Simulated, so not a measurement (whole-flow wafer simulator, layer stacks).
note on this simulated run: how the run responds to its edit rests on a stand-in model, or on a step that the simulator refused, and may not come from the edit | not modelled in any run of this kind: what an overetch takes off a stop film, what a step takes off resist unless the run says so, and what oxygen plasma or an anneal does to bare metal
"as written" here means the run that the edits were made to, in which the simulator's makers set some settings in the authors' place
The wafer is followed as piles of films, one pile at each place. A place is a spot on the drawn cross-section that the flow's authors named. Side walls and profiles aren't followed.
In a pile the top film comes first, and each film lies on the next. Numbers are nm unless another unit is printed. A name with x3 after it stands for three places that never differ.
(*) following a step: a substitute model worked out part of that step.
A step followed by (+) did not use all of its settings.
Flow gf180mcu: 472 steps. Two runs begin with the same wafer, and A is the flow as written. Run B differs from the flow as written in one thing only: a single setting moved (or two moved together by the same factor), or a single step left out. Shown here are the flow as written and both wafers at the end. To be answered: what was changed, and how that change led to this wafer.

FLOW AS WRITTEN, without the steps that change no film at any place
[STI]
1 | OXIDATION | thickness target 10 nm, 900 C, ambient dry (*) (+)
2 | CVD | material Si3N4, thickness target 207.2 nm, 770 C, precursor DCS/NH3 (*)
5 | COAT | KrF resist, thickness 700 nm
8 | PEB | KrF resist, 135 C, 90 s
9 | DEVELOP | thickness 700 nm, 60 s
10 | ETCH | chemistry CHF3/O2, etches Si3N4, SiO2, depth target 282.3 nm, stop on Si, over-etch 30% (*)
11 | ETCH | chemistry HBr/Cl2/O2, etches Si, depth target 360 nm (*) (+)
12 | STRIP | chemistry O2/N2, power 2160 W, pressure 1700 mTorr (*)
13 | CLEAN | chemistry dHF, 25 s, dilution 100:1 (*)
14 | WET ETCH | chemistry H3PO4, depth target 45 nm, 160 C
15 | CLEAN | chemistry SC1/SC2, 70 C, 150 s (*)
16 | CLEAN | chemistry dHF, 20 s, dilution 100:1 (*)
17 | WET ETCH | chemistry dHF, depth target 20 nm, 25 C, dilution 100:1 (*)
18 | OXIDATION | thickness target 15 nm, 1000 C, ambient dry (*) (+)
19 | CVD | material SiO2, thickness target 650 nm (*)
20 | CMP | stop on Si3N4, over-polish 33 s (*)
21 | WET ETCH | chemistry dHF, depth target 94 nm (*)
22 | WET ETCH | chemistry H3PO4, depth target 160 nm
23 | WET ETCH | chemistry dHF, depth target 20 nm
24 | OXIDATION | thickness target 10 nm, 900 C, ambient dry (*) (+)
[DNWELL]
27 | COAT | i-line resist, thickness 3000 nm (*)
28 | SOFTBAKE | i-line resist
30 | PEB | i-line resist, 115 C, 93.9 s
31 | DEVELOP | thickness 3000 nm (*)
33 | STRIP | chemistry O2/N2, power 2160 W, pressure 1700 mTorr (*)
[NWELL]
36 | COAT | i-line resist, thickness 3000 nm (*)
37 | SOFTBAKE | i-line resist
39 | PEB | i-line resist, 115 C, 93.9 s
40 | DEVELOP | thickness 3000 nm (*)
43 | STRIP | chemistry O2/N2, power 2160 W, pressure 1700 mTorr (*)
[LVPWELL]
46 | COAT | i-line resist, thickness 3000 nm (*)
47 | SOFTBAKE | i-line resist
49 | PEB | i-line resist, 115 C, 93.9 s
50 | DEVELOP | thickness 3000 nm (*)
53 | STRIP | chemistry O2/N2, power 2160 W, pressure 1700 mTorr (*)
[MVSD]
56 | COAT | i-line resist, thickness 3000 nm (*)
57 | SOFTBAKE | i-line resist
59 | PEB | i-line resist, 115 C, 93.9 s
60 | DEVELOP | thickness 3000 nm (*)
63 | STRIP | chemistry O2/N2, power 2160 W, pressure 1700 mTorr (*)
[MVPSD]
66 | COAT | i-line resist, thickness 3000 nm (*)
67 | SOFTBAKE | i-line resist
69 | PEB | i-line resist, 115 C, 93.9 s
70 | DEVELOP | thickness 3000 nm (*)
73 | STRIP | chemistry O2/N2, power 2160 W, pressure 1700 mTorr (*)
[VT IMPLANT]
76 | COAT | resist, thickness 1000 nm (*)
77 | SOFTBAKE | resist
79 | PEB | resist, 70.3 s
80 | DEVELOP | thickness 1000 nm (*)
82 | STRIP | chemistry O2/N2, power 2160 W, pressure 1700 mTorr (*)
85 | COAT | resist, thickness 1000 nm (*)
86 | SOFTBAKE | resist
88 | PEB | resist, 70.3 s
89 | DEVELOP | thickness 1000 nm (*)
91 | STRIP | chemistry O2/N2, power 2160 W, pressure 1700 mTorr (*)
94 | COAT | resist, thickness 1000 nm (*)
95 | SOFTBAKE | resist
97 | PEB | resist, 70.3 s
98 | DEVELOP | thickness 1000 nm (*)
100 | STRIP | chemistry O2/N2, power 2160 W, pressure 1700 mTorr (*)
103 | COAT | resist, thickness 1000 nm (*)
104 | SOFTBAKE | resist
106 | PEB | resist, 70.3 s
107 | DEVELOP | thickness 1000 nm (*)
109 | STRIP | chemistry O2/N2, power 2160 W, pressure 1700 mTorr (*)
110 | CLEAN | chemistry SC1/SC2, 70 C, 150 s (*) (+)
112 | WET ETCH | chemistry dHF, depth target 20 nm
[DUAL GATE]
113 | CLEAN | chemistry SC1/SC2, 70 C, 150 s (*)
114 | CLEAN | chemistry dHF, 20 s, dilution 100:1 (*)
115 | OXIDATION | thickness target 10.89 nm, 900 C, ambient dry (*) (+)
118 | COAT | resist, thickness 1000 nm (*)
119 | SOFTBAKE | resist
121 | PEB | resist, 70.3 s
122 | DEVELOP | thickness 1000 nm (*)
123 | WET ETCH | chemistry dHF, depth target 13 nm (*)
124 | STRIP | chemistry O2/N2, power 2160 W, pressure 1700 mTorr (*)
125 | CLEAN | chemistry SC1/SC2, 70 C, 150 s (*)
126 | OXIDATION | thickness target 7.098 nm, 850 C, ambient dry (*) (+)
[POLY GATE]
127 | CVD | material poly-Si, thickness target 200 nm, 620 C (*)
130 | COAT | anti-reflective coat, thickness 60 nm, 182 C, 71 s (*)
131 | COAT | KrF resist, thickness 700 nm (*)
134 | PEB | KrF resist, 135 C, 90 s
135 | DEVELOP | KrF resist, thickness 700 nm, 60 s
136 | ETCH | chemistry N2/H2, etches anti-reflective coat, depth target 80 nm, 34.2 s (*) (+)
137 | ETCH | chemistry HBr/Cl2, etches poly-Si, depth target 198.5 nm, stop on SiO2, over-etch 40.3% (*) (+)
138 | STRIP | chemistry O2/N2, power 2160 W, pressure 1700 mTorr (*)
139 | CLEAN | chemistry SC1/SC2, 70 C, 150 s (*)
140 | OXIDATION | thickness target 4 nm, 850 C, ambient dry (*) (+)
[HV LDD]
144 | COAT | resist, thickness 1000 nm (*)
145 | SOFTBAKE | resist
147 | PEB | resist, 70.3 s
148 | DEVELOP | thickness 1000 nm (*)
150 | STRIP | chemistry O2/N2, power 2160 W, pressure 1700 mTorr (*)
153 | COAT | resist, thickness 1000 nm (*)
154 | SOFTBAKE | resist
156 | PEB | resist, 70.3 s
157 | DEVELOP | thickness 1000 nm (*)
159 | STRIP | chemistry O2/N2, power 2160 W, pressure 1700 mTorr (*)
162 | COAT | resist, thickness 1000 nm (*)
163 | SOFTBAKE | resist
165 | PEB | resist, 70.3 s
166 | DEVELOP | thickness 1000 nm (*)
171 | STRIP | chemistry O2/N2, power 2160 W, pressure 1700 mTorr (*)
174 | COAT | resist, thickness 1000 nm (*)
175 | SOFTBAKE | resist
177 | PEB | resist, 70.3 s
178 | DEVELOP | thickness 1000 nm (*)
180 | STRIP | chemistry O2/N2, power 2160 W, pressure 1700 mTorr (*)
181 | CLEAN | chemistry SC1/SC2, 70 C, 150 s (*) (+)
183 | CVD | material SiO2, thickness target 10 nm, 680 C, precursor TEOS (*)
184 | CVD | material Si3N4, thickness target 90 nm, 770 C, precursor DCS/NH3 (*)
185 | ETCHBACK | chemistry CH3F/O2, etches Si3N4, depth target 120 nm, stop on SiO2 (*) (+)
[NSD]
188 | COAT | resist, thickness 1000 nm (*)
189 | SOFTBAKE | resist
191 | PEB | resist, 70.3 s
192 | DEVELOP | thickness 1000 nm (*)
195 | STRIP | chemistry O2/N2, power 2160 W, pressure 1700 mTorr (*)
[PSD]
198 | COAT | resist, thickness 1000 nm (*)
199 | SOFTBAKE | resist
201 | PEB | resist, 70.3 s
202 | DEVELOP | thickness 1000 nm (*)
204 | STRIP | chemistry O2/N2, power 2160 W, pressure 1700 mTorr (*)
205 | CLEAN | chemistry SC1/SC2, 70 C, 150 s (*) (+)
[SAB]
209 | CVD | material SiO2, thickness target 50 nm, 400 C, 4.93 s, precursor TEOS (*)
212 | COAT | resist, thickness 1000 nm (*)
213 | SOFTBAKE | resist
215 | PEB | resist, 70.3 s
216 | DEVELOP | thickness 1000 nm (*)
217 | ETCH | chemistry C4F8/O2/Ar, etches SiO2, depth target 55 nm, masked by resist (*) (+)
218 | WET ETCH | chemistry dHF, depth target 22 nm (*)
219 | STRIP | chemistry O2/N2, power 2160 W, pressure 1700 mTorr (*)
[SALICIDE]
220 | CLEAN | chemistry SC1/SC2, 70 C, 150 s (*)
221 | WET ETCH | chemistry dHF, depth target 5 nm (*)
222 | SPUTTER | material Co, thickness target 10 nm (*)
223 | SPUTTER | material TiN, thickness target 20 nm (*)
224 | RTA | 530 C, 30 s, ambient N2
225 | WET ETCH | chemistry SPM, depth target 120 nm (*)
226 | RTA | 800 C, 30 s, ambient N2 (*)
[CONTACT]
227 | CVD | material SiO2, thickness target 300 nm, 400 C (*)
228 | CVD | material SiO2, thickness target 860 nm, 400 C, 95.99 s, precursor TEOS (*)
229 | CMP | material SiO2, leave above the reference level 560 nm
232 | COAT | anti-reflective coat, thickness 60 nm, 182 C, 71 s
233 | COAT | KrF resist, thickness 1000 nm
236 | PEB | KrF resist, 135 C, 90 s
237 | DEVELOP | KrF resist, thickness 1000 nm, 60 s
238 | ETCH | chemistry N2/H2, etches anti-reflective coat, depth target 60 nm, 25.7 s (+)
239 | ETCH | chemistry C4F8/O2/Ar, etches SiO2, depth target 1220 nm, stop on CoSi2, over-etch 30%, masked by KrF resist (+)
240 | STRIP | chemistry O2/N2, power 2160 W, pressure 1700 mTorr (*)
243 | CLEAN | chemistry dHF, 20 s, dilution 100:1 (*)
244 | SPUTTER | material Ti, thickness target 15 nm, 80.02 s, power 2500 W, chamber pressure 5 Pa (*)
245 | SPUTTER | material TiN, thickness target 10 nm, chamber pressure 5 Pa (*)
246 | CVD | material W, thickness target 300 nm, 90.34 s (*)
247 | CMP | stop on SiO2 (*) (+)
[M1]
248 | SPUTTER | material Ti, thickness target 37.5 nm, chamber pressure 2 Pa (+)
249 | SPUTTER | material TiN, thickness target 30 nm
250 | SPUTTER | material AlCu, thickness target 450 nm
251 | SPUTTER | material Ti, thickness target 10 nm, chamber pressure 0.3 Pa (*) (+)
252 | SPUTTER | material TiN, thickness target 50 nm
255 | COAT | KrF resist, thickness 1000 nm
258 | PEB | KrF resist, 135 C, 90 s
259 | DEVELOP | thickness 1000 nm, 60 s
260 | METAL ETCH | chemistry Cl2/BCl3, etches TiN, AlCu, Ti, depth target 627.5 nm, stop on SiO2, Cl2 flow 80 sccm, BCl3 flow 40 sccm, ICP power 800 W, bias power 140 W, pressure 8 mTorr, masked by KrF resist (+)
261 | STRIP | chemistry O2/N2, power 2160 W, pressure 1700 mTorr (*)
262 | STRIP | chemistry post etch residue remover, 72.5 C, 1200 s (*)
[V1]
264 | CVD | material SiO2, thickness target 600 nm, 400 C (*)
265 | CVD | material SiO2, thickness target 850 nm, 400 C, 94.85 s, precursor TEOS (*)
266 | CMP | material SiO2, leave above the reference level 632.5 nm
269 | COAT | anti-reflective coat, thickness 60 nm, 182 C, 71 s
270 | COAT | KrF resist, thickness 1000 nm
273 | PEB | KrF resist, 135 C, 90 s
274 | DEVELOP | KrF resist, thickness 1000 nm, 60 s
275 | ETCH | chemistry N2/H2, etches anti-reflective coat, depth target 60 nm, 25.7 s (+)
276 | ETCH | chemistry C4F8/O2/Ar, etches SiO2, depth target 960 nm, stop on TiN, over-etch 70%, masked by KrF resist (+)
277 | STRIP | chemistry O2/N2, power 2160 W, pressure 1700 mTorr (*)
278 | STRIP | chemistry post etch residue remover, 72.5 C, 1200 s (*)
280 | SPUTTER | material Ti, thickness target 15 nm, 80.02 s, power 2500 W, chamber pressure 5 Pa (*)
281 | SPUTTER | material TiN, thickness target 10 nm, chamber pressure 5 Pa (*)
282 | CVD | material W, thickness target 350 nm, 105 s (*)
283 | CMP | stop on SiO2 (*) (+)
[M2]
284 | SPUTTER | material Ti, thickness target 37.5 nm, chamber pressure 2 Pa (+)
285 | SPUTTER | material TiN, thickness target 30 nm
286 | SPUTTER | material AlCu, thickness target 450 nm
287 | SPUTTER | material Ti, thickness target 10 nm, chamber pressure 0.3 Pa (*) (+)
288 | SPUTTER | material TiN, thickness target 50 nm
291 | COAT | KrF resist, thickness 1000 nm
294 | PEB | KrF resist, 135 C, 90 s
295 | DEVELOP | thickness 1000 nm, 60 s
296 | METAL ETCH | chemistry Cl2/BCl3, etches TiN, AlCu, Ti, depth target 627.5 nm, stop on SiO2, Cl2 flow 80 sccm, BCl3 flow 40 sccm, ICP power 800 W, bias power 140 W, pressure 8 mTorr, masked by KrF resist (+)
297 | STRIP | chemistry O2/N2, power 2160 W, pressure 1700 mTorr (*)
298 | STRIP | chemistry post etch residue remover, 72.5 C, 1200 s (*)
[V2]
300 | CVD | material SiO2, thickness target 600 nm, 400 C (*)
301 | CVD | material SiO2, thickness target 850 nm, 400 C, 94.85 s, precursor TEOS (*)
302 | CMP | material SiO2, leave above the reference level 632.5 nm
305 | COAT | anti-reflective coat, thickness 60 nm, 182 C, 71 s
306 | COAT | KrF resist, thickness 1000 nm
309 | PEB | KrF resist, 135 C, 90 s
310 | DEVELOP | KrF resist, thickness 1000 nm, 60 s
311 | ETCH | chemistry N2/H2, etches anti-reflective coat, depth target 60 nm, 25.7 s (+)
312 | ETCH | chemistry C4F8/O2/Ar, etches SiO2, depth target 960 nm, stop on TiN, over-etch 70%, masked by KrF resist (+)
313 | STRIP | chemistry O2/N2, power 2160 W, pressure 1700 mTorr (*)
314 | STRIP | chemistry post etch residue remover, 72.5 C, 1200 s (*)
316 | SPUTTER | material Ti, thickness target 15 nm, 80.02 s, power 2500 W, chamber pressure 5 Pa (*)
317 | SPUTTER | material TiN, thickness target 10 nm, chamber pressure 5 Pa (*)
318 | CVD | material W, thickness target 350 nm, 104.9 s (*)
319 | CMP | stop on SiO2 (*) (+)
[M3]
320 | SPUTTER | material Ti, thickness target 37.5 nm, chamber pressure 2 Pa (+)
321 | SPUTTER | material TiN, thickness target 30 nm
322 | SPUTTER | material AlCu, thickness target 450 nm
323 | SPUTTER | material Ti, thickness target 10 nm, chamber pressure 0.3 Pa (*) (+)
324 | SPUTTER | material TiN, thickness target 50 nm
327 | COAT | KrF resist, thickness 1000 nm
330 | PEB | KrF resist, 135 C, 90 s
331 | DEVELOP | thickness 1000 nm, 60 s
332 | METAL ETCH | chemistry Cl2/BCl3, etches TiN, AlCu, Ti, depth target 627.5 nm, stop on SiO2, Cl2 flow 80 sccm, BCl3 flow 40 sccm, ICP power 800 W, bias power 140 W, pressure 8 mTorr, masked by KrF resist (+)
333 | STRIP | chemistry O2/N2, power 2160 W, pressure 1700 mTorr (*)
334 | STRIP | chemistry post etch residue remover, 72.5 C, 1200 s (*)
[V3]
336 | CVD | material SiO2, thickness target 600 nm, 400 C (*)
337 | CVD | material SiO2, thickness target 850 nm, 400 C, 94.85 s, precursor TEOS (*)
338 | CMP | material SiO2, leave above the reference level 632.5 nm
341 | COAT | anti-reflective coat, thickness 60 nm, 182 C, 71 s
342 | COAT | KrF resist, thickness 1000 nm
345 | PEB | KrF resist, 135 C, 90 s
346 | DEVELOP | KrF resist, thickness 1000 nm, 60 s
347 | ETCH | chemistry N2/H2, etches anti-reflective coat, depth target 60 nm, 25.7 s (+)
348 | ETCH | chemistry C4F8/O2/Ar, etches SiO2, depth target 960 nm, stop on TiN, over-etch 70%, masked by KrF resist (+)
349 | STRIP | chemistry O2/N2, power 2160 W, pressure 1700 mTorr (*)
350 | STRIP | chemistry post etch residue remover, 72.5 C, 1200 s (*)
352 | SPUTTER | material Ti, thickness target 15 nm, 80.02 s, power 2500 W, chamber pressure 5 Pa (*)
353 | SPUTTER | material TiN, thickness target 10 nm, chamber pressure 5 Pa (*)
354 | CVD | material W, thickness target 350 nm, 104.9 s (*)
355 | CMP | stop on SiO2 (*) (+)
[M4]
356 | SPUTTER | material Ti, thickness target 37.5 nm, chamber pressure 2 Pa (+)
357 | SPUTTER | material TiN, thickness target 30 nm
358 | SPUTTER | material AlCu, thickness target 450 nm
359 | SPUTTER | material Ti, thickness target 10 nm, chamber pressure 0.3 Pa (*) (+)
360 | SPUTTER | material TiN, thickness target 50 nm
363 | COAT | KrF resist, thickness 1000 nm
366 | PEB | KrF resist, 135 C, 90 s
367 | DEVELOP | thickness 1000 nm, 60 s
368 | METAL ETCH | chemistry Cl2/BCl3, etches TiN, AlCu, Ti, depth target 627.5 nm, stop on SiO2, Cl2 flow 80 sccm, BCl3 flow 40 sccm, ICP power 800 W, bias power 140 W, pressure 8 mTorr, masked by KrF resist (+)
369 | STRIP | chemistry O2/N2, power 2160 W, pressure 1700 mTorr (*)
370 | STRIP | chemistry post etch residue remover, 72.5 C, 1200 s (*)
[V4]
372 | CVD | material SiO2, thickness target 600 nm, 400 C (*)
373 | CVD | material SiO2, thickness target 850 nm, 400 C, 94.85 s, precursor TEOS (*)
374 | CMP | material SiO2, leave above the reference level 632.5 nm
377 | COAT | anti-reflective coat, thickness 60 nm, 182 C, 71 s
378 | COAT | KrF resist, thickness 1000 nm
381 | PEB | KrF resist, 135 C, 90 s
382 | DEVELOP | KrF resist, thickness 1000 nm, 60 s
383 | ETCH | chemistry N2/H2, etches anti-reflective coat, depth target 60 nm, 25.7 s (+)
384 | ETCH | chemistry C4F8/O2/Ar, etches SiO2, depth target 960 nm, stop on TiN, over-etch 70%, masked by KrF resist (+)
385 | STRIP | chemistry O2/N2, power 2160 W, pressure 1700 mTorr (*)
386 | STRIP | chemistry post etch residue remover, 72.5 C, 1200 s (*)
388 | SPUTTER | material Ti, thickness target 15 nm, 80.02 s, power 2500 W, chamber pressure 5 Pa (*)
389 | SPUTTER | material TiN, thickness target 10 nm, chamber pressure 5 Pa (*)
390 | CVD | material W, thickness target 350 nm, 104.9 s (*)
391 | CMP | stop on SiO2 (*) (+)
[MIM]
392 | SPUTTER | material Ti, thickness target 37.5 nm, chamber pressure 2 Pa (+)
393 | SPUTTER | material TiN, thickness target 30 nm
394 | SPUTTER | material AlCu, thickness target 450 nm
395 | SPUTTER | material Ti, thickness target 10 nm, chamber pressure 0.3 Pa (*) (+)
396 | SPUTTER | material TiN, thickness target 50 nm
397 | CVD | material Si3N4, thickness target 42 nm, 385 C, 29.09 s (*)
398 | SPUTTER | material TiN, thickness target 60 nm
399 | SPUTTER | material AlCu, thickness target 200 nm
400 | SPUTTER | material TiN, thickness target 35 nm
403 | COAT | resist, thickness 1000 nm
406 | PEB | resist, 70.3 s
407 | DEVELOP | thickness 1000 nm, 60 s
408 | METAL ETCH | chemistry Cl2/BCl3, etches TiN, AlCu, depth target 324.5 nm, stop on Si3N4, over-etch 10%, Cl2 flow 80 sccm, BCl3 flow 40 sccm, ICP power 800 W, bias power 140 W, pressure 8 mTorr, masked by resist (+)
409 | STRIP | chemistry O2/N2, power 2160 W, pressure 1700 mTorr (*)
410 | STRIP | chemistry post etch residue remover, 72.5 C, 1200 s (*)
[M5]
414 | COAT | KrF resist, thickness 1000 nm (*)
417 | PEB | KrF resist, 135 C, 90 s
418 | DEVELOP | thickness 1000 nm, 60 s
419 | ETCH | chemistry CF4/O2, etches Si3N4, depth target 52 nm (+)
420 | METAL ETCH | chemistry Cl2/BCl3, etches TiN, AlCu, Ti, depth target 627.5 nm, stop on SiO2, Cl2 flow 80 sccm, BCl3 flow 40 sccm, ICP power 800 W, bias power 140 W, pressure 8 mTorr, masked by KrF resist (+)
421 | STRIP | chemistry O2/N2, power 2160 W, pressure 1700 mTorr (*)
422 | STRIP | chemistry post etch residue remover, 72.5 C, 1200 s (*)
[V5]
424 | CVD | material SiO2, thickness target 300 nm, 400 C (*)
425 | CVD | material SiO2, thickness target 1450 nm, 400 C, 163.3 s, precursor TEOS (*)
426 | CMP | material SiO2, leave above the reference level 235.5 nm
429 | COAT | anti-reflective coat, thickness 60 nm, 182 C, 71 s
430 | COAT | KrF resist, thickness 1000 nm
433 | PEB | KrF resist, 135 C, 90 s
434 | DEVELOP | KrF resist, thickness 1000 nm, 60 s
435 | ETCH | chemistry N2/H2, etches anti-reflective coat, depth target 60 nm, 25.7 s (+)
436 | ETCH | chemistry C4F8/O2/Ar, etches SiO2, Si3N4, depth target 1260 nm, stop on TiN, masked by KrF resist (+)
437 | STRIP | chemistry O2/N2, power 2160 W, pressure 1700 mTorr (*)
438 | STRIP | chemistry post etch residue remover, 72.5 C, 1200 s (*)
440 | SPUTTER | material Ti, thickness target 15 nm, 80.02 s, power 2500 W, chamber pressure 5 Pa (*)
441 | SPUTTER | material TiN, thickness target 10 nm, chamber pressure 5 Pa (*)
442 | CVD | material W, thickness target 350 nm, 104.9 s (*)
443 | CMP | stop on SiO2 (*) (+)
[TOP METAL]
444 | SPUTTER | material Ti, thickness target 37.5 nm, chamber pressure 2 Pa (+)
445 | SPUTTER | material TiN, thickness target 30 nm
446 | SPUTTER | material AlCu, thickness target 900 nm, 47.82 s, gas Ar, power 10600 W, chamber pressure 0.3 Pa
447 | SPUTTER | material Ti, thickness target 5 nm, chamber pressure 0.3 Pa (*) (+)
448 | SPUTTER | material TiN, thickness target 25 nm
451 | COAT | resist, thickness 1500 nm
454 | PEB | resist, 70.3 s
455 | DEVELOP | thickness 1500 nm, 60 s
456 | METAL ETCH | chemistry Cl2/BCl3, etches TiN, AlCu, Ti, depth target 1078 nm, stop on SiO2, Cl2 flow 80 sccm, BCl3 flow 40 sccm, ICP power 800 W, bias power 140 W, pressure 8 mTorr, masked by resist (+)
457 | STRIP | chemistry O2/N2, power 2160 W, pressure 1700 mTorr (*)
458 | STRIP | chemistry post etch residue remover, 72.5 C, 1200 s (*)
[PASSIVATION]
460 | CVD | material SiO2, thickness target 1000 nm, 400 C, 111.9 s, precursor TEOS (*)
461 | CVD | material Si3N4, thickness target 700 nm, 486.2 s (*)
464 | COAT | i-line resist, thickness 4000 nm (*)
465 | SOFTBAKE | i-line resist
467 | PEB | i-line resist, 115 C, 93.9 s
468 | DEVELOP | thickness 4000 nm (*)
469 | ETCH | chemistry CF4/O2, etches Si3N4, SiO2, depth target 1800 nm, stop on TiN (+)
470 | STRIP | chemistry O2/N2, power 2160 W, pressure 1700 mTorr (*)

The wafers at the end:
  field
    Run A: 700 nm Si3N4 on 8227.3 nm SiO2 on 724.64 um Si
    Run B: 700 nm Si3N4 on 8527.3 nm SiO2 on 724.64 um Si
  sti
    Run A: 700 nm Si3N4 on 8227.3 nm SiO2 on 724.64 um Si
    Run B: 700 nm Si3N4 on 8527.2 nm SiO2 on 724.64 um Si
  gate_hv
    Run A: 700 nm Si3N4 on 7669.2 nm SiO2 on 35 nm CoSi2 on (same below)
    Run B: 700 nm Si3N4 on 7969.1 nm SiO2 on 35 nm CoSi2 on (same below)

The reason: step 374, CMP: leave above the reference level 974.1 nm was run, whereas the flow has leave above the reference level 632.5 nm.

The path from the change to this, step by step:
  374 | CMP | material SiO2, leave above the reference level 632.5 nm
      field, field__w1, field__w2 and 103 more: A -300 SiO2 | B nothing
      field__w8, contact, m1, m1__w1, m1_nw: A -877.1 SiO2 | B -535.5 SiO2
  377 | COAT | anti-reflective coat, thickness 60 nm, 182 C, 71 s
      field: A +60 anti-reflective coat (new film) | B +76.6 anti-reflective coat (new film)
      field__w8: A +60 anti-reflective coat (new film) | B +36.6 anti-reflective coat (new film)
      (as well as at 11 more places)
  383 | ETCH | chemistry N2/H2, etches anti-reflective coat, depth target 60 nm, 25.7 s (+)
      contact: A -60 anti-reflective coat (all of it), -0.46 SiO2 | B -38.1 anti-reflective coat (all of it), -1.02 SiO2
  384 | ETCH | chemistry C4F8/O2/Ar, etches SiO2, depth target 960 nm, stop on TiN, over-etch 70%, masked by KrF resist (+)
      contact: A -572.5 SiO2 (all of it) | B -913.5 SiO2 (all of it)
  385 | STRIP | chemistry O2/N2, power 2160 W, pressure 1700 mTorr (*)
      field: A -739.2 KrF resist (all of it), -60 anti-reflective coat (all of it) | B -731 KrF resist (all of it), -76.6 anti-reflective coat (all of it)
      field__w8: A -739.2 KrF resist (all of it), -60 anti-reflective coat (all of it) | B -735.1 KrF resist (all of it), -36.6 anti-reflective coat (all of it)
      (as well as at 10 more places)
  388 | SPUTTER | material Ti, thickness target 15 nm, 80.02 s, power 2500 W, chamber pressure 5 Pa (*)
      contact: A +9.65 Ti (new film) | B +8.11 Ti (new film)
  389 | SPUTTER | material TiN, thickness target 10 nm, chamber pressure 5 Pa (*)
      contact: A +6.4 TiN (new film) | B +5.38 TiN (new film)
  390 | CVD | material W, thickness target 350 nm, 104.9 s (*)
      contact: A +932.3 W (new film) | B +1234.8 W (new film)
  391 | CMP | stop on SiO2 (*) (+)
      m1, m1__w1, m1_nw: A -350 W (all of it), -10 TiN (all of it), -15 Ti (all of it), -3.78 SiO2 | B -350 W (all of it), -10 TiN (all of it), -15 Ti (all of it), -5.4 SiO2
      field__w8: A -350 W (all of it), -10 TiN (all of it), -15 Ti (all of it), -3.78 SiO2 | B -350 W (all of it), -10 TiN (all of it), -15 Ti (all of it), -5.41 SiO2
  403 | COAT | resist, thickness 1000 nm
      field__w8: A +1000 resist (new film) | B +965.3 resist (new film)
      m1: A +1000 resist (new film) | B +965 resist (new film)
      (as well as at 2 more places)
  404 | SOFTBAKE | resist
      field__w8: A nothing | B -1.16 resist
      sd_p: A nothing | B +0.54 resist
      (as well as at 8 more places)
  406 | PEB | resist, 70.3 s
      field__w8, m1, m1__w1, m1_nw: A -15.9 resist | B -15.3 resist
  407 | DEVELOP | thickness 1000 nm, 60 s
      field__w8: A -984.1 resist (all of it) | B -948.8 resist (all of it)
      m1: A -984.1 resist (all of it) | B -948.3 resist (all of it)
      (as well as at 2 more places)
  414 | COAT | KrF resist, thickness 1000 nm (*)
      field__w8: A +1000 KrF resist (new film) | B +967.1 KrF resist (new film)
      m1: A +1000.5 KrF resist (new film) | B +967.2 KrF resist (new film)
      (as well as at 2 more places)
  421 | STRIP | chemistry O2/N2, power 2160 W, pressure 1700 mTorr (*)
      field__w8: A -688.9 KrF resist (all of it) | B -656.3 KrF resist (all of it)
      m1: A -689.3 KrF resist (all of it) | B -656.4 KrF resist (all of it)
      (as well as at 2 more places)
  426 | CMP | material SiO2, leave above the reference level 235.5 nm
      field__w8, m1, m1__w1, m1_nw: A -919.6 SiO2 | B -959.6 SiO2
